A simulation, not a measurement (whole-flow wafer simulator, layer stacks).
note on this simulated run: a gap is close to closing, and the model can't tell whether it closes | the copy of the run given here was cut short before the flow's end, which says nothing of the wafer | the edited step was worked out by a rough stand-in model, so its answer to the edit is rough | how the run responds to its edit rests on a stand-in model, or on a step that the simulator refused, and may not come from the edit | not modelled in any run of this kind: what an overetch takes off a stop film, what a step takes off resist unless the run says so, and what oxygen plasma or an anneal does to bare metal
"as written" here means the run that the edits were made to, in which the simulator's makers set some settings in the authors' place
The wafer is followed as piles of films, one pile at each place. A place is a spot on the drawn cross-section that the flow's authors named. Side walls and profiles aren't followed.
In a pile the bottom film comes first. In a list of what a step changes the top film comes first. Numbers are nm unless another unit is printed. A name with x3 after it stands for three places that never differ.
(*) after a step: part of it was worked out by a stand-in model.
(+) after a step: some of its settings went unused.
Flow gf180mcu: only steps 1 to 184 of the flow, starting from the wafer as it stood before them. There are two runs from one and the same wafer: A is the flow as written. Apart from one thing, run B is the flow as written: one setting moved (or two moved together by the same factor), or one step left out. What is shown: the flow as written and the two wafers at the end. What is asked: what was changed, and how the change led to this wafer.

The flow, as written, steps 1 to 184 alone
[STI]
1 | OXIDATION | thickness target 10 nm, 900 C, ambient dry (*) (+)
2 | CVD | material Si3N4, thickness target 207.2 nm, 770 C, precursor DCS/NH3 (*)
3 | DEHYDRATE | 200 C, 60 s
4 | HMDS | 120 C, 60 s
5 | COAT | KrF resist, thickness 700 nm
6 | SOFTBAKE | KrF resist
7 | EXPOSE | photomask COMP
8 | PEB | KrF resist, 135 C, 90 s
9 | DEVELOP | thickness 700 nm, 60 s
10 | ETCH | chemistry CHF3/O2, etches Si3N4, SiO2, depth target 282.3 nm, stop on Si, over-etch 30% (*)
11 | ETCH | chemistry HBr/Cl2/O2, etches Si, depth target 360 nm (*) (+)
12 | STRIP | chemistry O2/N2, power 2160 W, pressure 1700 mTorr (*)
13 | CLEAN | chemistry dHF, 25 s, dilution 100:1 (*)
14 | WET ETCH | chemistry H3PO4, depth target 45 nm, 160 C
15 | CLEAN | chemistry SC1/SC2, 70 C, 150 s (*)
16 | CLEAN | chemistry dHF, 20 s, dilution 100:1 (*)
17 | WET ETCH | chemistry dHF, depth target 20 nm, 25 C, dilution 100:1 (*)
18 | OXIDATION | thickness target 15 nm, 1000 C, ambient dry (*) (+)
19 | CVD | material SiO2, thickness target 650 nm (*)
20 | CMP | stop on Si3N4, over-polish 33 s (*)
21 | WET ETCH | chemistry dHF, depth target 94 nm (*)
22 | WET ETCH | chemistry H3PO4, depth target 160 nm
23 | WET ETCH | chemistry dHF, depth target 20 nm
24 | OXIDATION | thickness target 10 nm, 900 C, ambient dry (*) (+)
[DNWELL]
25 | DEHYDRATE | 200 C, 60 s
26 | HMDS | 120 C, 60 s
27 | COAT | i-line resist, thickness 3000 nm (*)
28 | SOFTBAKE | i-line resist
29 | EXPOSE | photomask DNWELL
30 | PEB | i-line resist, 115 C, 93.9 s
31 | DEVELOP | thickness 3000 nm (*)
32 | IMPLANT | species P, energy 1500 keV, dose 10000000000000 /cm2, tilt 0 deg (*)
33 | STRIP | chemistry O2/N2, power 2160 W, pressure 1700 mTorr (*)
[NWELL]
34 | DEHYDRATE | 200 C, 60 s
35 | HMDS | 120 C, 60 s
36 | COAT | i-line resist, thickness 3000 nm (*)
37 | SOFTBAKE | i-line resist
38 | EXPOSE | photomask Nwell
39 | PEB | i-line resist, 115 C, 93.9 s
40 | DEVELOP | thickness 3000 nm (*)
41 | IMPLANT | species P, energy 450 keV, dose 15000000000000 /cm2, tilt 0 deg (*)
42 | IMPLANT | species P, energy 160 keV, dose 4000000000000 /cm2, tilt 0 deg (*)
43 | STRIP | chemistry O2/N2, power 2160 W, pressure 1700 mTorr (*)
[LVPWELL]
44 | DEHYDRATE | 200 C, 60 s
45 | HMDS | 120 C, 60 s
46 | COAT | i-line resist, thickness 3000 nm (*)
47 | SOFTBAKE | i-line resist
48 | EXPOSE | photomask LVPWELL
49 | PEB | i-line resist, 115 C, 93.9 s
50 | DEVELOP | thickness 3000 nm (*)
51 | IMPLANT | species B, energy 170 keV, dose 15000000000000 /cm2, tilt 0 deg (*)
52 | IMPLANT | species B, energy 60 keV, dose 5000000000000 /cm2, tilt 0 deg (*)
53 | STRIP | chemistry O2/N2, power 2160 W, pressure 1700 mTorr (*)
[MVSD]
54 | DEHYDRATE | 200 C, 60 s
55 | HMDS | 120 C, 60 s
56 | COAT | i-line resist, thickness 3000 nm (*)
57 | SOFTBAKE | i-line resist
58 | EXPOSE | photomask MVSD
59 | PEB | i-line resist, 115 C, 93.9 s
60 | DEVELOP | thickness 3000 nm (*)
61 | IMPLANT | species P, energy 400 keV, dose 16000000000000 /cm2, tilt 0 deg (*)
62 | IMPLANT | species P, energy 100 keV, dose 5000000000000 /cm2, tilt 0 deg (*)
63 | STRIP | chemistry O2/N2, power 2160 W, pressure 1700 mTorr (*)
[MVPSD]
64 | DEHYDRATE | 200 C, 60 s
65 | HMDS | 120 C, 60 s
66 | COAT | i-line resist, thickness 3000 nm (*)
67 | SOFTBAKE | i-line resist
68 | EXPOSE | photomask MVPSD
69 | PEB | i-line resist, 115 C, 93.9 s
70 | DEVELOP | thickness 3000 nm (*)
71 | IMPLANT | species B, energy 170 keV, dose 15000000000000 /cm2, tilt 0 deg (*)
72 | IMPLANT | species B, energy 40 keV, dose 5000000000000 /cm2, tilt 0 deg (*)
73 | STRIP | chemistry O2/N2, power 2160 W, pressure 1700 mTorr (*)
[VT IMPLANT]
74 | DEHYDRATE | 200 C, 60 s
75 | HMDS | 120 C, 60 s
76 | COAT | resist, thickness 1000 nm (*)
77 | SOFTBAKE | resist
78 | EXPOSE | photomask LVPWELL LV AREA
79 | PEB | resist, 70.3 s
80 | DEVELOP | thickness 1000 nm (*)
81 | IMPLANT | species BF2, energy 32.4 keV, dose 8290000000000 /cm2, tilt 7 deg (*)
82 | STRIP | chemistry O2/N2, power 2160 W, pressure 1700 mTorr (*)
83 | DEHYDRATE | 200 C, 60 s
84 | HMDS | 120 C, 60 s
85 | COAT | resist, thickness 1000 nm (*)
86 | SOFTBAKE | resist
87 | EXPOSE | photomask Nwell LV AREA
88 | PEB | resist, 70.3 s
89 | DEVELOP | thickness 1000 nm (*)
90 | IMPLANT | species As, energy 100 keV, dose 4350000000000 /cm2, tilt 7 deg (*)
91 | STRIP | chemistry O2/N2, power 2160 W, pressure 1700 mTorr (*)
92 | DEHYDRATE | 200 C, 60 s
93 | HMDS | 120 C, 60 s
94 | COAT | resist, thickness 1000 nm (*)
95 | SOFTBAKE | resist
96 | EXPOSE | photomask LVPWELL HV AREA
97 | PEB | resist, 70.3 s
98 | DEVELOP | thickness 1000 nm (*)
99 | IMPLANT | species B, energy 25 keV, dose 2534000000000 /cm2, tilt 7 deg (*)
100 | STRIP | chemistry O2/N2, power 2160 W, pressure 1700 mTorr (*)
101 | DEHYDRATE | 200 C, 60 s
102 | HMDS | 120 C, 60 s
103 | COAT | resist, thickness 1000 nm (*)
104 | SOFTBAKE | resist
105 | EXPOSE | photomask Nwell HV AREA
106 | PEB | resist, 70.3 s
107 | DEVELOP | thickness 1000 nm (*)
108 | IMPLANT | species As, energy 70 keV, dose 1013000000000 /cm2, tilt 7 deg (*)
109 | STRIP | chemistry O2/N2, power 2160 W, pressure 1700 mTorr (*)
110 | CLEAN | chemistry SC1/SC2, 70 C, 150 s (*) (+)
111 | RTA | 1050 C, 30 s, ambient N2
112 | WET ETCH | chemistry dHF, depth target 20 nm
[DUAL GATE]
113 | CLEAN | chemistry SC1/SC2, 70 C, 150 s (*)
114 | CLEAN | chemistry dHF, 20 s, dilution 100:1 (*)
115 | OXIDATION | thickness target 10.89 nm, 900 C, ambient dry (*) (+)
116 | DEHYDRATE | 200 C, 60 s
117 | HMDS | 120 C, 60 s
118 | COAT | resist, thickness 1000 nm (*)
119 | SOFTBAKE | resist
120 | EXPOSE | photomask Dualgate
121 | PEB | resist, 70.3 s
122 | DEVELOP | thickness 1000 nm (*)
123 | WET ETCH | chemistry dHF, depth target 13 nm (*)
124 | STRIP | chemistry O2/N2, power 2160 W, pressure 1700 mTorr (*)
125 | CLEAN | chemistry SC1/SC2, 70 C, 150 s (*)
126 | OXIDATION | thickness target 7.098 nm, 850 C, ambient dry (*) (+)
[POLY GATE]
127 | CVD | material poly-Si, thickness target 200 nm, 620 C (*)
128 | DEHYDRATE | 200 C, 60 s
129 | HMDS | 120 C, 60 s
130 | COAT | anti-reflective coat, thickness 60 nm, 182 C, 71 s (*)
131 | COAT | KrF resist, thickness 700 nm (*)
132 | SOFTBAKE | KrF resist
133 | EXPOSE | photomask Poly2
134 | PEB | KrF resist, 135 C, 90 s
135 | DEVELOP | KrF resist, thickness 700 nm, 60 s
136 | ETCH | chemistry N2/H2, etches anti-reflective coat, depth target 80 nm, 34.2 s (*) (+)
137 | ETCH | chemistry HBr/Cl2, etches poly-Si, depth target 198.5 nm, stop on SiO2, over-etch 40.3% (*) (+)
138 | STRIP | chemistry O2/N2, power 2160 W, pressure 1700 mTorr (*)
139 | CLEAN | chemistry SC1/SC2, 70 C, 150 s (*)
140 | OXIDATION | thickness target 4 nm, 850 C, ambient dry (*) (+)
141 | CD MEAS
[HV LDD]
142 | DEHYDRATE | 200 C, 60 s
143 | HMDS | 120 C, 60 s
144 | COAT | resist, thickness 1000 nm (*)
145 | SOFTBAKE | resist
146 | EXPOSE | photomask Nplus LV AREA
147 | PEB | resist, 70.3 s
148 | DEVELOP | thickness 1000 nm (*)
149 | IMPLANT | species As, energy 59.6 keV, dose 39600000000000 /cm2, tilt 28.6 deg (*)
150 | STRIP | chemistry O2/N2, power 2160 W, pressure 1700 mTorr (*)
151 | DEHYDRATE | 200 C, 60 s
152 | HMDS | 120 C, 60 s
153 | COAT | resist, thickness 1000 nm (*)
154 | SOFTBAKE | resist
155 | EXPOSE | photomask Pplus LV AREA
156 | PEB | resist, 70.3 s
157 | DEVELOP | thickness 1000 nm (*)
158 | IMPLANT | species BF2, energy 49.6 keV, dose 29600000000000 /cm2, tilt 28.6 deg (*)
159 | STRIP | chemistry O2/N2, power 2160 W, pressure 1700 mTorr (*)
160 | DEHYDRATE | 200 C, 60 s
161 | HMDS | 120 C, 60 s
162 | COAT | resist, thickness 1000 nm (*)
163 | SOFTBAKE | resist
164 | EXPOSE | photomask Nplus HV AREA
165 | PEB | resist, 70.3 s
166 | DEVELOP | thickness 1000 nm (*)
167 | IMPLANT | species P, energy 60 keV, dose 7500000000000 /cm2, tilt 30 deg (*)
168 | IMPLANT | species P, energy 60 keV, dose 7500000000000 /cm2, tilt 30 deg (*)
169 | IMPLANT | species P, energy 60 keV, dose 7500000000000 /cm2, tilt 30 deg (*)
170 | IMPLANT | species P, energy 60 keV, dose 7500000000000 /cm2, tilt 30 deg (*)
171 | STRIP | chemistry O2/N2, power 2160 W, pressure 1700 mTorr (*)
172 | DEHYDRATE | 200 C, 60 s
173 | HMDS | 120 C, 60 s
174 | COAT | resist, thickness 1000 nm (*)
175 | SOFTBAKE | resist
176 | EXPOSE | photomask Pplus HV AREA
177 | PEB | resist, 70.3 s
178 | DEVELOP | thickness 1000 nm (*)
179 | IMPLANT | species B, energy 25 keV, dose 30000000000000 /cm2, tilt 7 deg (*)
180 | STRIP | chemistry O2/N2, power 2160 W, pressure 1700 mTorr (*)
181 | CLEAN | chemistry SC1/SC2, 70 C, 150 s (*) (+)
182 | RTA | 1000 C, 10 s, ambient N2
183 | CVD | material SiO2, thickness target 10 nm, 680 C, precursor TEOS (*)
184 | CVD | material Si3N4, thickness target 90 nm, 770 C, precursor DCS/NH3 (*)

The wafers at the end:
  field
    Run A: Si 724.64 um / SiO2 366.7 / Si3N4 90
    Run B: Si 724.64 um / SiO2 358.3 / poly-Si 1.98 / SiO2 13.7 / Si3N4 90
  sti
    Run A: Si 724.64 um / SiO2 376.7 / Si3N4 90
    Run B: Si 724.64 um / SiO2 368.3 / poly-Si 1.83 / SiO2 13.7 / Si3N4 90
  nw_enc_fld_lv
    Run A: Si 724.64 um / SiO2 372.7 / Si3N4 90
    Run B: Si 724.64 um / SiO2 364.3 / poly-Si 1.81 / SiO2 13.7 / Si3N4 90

Cause: step 137, ETCH: depth target 138.9 nm was run, though the flow has depth target 198.5 nm.

The path from the change to this, step by step:
  137 | ETCH | chemistry HBr/Cl2, etches poly-Si, depth target 198.5 nm, stop on SiO2, over-etch 40.3% (*) (+)
      field__w3, field__w12, field_sub and 14 more: A poly-Si loses 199 (all of it), SiO2 loses 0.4 | B poly-Si loses 194.9
      field__w6, sti, m1 and 11 more: A poly-Si loses 198.8 (all of it), SiO2 loses 0.4 | B poly-Si loses 194.9
      (as well as at 61 more places)
  138 | STRIP | chemistry O2/N2, power 2160 W, pressure 1700 mTorr (*)
      field, field__w1, field__w2 and 61 more: A nothing | B chemical SiO2 gains 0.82 (new film), poly-Si loses 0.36
      gate: A chemical SiO2 gains 0.68 (new film), KrF resist loses 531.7 (all of it), anti-reflective coat loses 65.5 (all of it), poly-Si loses 0.3 | B chemical SiO2 gains 0.68 (new film), KrF resist loses 559.5 (all of it), anti-reflective coat loses 65.5 (all of it), poly-Si loses 0.3
      (as well as at 27 more places)
  139 | CLEAN | chemistry SC1/SC2, 70 C, 150 s (*)
      field, field__w1, field__w2 and 34 more: A SiO2 loses 0.68 | B chemical SiO2 loses 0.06, poly-Si loses 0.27
  140 | OXIDATION | thickness target 4 nm, 850 C, ambient dry (*) (+)
      field, field__w1, field__w2 and 21 more: A SiO2 gains 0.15, Si loses 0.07 | B SiO2 gains 4 (new film), chemical SiO2 loses 0.76 (all of it), poly-Si loses 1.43
      active_hv, active_nat, ld_sd_n and 11 more: A SiO2 gains 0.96, Si loses 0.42 | B SiO2 gains 4 (new film), chemical SiO2 loses 0.76 (all of it), poly-Si loses 1.43
      (as well as at 26 more places)
  184 | CVD | material Si3N4, thickness target 90 nm, 770 C, precursor DCS/NH3 (*)
      field__w3, field__w12: A Si3N4 gains 90 (new film) | B Si3N4 gains 6.35 (new film)
